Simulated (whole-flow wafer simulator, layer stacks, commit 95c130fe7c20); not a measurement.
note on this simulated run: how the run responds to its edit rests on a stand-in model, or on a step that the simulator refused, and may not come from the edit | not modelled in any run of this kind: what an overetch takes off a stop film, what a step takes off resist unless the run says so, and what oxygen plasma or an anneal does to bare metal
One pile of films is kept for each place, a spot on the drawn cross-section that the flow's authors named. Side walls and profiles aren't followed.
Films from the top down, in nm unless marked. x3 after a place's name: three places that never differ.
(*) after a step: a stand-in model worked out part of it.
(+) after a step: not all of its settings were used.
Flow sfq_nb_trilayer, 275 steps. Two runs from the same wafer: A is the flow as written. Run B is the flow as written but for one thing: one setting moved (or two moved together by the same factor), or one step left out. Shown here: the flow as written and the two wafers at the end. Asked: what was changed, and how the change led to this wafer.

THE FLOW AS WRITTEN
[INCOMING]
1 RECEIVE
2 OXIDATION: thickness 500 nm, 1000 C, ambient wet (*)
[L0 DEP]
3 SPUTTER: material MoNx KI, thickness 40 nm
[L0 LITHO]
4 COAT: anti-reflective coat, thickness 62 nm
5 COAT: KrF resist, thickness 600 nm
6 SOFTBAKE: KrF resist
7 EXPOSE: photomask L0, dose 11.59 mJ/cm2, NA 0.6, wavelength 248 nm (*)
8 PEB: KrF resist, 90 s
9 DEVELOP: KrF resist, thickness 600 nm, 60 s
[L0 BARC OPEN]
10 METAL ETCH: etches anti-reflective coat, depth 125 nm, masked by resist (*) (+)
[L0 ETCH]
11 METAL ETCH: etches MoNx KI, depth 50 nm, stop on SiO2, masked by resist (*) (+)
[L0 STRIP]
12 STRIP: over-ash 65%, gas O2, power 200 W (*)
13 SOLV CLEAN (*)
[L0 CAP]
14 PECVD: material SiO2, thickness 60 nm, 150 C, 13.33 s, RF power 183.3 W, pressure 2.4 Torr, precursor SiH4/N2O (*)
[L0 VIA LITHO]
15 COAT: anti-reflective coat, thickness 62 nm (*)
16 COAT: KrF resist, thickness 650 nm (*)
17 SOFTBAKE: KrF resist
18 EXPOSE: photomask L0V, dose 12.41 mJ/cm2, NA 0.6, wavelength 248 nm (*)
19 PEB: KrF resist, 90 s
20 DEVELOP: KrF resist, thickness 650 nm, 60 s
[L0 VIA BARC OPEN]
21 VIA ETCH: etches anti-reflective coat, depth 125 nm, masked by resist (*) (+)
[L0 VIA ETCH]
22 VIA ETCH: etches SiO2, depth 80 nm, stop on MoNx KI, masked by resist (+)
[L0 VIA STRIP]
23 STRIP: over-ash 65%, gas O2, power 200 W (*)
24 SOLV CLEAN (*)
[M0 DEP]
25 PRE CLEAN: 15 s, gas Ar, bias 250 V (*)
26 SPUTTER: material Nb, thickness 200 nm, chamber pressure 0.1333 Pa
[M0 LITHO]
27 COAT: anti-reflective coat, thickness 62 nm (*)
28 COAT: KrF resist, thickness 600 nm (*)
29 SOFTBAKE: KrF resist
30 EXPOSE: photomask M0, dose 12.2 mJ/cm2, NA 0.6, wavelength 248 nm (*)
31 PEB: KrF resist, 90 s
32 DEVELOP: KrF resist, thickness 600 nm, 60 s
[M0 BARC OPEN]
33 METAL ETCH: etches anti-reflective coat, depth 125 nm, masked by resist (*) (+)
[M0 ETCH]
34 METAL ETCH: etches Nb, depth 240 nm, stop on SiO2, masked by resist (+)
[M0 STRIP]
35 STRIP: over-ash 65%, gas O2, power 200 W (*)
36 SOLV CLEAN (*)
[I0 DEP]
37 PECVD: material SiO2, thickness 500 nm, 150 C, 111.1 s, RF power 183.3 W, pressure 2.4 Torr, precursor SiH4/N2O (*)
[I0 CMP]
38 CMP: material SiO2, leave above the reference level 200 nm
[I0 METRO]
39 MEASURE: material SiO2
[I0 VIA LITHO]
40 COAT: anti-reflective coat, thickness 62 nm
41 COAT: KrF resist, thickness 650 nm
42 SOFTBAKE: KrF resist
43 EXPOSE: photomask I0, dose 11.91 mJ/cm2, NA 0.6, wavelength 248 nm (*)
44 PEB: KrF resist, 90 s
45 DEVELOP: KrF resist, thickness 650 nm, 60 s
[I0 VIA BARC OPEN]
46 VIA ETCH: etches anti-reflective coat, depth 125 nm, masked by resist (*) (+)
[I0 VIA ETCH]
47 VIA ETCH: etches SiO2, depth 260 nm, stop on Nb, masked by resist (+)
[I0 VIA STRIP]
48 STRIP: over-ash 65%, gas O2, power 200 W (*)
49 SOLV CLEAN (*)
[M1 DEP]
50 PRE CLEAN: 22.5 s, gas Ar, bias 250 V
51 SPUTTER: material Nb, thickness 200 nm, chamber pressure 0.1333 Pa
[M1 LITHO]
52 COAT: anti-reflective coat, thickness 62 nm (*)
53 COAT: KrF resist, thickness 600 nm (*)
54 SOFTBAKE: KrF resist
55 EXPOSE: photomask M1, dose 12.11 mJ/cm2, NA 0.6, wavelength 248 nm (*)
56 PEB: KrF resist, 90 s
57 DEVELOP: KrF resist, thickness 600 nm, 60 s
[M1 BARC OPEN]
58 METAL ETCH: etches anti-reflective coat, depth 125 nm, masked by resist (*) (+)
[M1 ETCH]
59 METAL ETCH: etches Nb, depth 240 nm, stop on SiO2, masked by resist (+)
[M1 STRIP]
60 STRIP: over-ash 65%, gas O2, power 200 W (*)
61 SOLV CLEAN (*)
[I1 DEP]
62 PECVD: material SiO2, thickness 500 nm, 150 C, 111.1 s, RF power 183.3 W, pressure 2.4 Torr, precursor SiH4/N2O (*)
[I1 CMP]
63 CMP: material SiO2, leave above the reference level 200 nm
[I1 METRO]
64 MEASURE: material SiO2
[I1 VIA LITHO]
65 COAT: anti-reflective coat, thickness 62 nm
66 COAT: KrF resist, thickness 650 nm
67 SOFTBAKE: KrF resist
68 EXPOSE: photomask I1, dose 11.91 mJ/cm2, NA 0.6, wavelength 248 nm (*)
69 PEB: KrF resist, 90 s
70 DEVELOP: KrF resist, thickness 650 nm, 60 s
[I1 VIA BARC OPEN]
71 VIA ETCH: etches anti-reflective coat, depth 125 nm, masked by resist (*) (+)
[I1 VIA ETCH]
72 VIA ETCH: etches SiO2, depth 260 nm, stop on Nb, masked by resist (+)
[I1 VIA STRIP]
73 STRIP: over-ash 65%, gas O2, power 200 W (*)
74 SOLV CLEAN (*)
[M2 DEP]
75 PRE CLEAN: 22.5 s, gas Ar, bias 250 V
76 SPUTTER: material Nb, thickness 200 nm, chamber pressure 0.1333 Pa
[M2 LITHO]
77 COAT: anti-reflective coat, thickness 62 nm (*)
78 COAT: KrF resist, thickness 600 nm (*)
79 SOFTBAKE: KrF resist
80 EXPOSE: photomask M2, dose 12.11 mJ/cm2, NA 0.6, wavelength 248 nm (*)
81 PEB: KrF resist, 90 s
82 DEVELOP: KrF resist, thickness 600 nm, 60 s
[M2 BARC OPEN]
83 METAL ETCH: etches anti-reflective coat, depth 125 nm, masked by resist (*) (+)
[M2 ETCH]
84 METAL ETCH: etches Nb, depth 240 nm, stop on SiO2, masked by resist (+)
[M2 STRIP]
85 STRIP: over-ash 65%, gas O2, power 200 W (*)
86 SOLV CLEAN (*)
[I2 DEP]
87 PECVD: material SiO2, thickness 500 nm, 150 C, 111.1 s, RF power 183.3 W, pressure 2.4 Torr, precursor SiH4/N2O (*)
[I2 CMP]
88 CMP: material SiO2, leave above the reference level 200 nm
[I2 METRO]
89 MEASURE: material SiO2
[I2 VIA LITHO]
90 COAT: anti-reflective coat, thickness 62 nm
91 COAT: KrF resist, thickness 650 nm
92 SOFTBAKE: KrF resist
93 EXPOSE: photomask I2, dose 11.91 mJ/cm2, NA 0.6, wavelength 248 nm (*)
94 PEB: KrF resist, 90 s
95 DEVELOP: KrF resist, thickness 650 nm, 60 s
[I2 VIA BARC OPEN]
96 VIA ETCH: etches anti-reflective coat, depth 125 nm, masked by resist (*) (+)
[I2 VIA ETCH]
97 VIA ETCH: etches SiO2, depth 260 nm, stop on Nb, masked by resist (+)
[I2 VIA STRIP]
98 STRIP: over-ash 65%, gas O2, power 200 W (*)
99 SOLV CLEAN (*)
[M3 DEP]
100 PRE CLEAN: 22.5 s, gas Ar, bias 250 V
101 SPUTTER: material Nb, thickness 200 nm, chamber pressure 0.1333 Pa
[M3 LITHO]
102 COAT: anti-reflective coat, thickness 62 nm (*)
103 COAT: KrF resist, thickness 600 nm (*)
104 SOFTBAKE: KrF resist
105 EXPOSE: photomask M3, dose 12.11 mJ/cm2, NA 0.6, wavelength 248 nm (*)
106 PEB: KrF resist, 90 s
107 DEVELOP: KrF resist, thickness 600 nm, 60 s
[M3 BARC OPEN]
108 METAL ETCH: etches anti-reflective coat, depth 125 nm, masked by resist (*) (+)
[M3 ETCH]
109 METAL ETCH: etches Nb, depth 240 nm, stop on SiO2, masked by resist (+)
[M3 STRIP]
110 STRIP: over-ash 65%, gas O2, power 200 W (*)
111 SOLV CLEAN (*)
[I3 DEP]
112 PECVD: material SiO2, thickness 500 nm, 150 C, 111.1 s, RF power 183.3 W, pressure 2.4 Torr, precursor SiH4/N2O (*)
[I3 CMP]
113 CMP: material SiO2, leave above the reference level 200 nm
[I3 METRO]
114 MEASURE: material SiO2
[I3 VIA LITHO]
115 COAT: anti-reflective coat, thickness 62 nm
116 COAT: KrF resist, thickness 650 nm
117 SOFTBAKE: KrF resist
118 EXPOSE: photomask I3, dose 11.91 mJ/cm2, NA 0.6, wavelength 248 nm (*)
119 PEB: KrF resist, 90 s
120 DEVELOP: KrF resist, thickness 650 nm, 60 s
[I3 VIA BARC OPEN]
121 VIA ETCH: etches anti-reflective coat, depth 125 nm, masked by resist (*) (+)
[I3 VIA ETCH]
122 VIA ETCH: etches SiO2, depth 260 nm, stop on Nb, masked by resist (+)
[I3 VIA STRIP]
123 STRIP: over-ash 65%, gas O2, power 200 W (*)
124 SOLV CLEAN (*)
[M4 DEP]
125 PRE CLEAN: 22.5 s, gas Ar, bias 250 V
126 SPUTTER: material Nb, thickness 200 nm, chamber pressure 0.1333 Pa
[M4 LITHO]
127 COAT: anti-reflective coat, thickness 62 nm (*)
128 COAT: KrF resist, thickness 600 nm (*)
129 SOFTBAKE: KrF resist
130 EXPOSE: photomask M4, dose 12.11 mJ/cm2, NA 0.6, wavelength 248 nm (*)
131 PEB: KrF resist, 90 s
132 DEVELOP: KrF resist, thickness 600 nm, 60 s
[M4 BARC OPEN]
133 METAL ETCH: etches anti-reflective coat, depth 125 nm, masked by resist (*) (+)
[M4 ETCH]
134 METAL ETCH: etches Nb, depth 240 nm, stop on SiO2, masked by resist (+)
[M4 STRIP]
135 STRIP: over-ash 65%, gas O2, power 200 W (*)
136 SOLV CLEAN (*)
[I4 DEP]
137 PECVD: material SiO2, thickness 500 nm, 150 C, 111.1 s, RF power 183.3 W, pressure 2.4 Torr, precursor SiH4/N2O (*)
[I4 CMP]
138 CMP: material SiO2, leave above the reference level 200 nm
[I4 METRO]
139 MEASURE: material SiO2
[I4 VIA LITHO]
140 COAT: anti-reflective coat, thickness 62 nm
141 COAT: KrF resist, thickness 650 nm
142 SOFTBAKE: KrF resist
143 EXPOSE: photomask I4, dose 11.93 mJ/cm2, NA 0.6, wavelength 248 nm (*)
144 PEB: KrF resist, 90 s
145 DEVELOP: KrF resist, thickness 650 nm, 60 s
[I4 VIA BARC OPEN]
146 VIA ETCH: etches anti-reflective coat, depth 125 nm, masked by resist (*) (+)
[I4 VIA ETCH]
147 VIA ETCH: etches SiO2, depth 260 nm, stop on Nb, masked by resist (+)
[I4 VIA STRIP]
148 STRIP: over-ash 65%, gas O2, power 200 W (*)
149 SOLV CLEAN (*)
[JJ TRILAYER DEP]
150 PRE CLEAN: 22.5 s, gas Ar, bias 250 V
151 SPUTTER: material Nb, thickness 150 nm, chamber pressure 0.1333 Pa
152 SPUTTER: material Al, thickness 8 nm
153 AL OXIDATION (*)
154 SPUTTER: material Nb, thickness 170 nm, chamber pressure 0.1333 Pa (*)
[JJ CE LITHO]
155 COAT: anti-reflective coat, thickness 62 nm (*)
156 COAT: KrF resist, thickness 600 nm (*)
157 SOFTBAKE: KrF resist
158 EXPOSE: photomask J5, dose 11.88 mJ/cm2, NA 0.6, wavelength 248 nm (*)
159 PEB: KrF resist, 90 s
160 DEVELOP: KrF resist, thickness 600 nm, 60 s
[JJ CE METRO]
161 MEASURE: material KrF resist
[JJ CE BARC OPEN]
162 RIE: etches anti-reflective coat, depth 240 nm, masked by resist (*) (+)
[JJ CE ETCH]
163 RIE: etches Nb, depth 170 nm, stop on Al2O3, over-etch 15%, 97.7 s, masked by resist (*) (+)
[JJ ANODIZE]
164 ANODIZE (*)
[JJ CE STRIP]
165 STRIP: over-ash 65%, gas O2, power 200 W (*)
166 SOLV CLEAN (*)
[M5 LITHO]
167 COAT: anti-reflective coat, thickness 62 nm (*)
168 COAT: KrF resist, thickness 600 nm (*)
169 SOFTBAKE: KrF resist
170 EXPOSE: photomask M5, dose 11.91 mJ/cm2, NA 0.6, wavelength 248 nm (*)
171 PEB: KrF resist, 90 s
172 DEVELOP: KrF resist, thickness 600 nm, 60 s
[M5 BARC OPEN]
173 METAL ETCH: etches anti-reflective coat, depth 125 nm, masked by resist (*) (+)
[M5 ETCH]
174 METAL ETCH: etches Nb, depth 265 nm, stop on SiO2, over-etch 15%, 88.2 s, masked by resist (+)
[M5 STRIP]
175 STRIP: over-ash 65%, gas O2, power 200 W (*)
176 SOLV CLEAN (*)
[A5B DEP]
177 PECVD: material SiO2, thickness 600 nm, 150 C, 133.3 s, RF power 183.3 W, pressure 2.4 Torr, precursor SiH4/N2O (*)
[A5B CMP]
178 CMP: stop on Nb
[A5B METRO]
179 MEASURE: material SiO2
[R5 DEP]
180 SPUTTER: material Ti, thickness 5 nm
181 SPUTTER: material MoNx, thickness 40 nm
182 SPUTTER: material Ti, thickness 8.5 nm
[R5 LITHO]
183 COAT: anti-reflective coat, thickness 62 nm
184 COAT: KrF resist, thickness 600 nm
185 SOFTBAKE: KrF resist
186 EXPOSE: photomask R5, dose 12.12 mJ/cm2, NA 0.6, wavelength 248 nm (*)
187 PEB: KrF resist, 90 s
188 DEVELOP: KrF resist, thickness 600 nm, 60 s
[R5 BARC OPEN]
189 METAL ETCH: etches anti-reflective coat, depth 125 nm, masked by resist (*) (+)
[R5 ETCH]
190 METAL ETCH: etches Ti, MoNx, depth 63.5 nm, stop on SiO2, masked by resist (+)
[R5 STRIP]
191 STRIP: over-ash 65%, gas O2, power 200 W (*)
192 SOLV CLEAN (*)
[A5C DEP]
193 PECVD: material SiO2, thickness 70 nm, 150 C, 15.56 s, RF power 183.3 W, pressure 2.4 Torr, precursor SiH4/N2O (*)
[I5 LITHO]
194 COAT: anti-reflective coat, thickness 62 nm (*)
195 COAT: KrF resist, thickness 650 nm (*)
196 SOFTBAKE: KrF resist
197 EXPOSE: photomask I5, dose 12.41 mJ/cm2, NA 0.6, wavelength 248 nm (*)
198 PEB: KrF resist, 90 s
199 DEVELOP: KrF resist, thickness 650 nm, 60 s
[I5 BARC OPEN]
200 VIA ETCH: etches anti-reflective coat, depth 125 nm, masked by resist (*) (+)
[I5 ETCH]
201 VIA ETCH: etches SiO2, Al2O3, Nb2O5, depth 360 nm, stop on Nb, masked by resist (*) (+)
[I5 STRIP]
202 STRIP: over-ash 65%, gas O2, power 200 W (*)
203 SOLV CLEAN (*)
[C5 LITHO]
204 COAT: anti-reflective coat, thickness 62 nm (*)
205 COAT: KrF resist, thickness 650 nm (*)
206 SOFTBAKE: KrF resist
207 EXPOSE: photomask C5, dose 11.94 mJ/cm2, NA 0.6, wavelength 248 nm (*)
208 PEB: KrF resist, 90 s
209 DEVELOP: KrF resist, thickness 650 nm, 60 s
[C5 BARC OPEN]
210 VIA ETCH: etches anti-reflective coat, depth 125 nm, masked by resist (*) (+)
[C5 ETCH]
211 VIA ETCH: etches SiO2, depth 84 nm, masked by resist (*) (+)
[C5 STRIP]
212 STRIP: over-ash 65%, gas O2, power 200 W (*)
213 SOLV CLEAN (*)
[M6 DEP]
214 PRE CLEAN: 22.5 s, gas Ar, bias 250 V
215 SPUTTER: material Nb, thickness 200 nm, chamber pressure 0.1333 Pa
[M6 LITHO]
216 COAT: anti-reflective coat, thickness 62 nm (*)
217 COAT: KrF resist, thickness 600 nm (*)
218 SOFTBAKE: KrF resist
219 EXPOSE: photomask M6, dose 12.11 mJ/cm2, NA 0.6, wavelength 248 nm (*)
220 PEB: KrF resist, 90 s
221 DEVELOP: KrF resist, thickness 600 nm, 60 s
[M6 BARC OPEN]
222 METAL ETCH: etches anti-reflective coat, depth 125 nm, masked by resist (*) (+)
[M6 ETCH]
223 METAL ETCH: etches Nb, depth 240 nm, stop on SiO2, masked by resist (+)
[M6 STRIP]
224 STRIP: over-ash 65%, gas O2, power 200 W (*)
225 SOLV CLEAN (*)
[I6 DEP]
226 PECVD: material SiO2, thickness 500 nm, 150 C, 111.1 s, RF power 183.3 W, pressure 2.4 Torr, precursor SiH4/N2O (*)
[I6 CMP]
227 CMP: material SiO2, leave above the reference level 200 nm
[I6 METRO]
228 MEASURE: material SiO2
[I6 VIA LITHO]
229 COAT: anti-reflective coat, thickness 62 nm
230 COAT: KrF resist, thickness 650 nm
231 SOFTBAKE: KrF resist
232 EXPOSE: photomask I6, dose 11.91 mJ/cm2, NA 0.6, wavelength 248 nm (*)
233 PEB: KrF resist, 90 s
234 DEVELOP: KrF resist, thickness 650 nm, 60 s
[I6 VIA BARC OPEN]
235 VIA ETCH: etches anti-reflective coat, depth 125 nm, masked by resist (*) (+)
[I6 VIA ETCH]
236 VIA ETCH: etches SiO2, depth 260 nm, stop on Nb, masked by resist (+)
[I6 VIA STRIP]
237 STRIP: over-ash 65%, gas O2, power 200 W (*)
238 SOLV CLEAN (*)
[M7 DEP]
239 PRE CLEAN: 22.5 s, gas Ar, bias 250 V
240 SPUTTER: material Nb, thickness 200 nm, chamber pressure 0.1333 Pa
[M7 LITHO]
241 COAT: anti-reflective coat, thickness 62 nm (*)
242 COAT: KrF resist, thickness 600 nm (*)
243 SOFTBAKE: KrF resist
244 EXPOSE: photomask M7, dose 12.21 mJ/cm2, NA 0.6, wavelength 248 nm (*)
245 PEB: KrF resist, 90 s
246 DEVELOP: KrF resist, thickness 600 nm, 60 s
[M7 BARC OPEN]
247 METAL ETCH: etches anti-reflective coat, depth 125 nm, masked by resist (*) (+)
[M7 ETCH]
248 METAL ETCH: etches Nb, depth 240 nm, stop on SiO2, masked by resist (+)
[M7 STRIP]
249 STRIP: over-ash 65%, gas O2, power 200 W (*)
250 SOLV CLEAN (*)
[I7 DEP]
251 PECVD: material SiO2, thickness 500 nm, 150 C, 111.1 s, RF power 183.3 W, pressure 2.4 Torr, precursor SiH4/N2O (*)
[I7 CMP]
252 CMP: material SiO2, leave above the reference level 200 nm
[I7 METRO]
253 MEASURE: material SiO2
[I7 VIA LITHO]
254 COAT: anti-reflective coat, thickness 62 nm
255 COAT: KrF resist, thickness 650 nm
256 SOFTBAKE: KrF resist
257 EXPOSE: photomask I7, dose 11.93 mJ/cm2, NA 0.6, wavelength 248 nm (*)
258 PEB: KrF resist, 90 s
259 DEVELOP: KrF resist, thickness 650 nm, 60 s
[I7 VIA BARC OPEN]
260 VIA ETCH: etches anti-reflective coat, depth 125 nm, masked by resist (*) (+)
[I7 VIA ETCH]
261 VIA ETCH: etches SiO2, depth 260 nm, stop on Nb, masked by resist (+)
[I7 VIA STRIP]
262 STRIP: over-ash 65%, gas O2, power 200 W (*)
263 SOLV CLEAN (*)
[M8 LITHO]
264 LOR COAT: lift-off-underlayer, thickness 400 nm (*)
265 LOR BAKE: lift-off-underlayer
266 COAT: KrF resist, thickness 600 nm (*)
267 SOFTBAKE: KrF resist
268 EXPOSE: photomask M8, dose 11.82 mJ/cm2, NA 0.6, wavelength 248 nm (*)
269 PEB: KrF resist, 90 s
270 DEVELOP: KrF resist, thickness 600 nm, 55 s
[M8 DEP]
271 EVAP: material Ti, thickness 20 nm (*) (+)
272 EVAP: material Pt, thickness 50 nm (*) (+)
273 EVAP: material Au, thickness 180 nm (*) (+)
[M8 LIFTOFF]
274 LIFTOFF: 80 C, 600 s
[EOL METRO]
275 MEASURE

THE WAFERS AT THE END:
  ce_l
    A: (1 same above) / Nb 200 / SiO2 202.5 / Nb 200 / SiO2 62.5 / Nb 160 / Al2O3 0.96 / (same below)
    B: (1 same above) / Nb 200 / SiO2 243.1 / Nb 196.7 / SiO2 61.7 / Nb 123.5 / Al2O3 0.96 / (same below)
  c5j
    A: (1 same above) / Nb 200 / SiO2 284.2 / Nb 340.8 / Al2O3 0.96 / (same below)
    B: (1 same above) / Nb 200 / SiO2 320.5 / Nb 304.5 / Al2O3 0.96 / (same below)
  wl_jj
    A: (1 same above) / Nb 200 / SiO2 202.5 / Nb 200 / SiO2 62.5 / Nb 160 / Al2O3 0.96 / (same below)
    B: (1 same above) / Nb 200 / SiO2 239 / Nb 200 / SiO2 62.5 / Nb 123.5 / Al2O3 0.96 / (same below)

The cause: step 190, METAL ETCH: depth 100 nm was run, where the flow has depth 63.5 nm.

How the change led to this, step by step:
  190 METAL ETCH: etches Ti, MoNx, depth 63.5 nm, stop on SiO2, masked by resist (+)
      be_r, r_sur, res, r_end, r5r_line_l, r5r_line_c, r5r_line_r: A KrF resist -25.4 | B KrF resist -40
      ce_l, c5j, ce_r, wl_jj: A Ti -8.5 (all of it), MoNx -40 (all of it), Ti -5 (all of it), Nb -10 | B Ti -8.5 (all of it), MoNx -40 (all of it), Ti -5 (all of it), Nb -46.5
  191 STRIP: over-ash 65%, gas O2, power 200 W (*)
      be_r, r_sur, res, r_end, r5r_line_l, r5r_line_c, r5r_line_r: A KrF resist -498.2 (all of it), anti-reflective coat -62 (all of it) | B KrF resist -483.6 (all of it), anti-reflective coat -62 (all of it)
  194 COAT: anti-reflective coat, thickness 62 nm (*)
      wl_j_sl, wl_j_sr: A anti-reflective coat +60.2 (new film) | B anti-reflective coat +54.7 (new film)
      jj_sur: A anti-reflective coat +60.8 (new film) | B anti-reflective coat +55.2 (new film)
      (and at 5 more places)
  195 COAT: KrF resist, thickness 650 nm (*)
      c5j: A KrF resist +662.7 (new film) | B KrF resist +681.9 (new film)
      wl_jj: A KrF resist +654.8 (new film) | B KrF resist +672.7 (new film)
  202 STRIP: over-ash 65%, gas O2, power 200 W (*)
      wl_j_sl, wl_j_sr: A KrF resist -333.3 (all of it), anti-reflective coat -60.2 (all of it) | B KrF resist -333 (all of it), anti-reflective coat -54.7 (all of it)
      jj_sur: A KrF resist -337.2 (all of it), anti-reflective coat -60.8 (all of it) | B KrF resist -337.2 (all of it), anti-reflective coat -55.2 (all of it)
      (and at 5 more places)
  204 COAT: anti-reflective coat, thickness 62 nm (*)
      wl_j_sl, wl_j_sr: A anti-reflective coat +60.2 (new film) | B anti-reflective coat +54.7 (new film)
      jj_sur: A anti-reflective coat +59.5 (new film) | B anti-reflective coat +53.9 (new film)
      (and at 5 more places)
  205 COAT: KrF resist, thickness 650 nm (*)
      c5j: A KrF resist +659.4 (new film) | B KrF resist +678.8 (new film)
      wl_jj: A KrF resist +654.8 (new film) | B KrF resist +672.7 (new film)
  209 DEVELOP: KrF resist, thickness 650 nm, 60 s
      c5j: A KrF resist -658.1 (all of it) | B KrF resist -677.3 (all of it)
  210 VIA ETCH: etches anti-reflective coat, depth 125 nm, masked by resist (*) (+)
      c5j: A anti-reflective coat -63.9 (all of it), SiO2 -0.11 | B anti-reflective coat -74.1 (all of it), SiO2 -0.05
  212 STRIP: over-ash 65%, gas O2, power 200 W (*)
      wl_j_sl, wl_j_sr: A KrF resist -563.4 (all of it), anti-reflective coat -60.2 (all of it) | B KrF resist -563.1 (all of it), anti-reflective coat -54.7 (all of it)
      jj_sur: A KrF resist -562 (all of it), anti-reflective coat -59.5 (all of it) | B KrF resist -561.9 (all of it), anti-reflective coat -53.9 (all of it)
      (and at 4 more places)
  216 COAT: anti-reflective coat, thickness 62 nm (*)
      wl_j_sl, wl_j_sr: A anti-reflective coat +60.2 (new film) | B anti-reflective coat +55 (new film)
      jj_sur: A anti-reflective coat +56.1 (new film) | B anti-reflective coat +50.4 (new film)
      (and at 5 more places)
  217 COAT: KrF resist, thickness 600 nm (*)
      ce_l: A KrF resist +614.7 (new film) | B KrF resist +631.8 (new film)
      c5j: A KrF resist +636 (new film) | B KrF resist +656.1 (new film)
      (and at 2 more places)
  224 STRIP: over-ash 65%, gas O2, power 200 W (*)
      wl_j_sl, wl_j_sr: A KrF resist -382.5 (all of it), anti-reflective coat -60.2 (all of it) | B KrF resist -381.9 (all of it), anti-reflective coat -55 (all of it)
      jj_sur: A KrF resist -378.5 (all of it), anti-reflective coat -56.1 (all of it) | B KrF resist -378 (all of it), anti-reflective coat -50.4 (all of it)
      (and at 5 more places)
  227 CMP: material SiO2, leave above the reference level 200 nm
      ce_l, ce_r: A SiO2 -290 | B SiO2 -249.4
      c5j: A SiO2 -223 | B SiO2 -182.4
      (and at 1 more place)
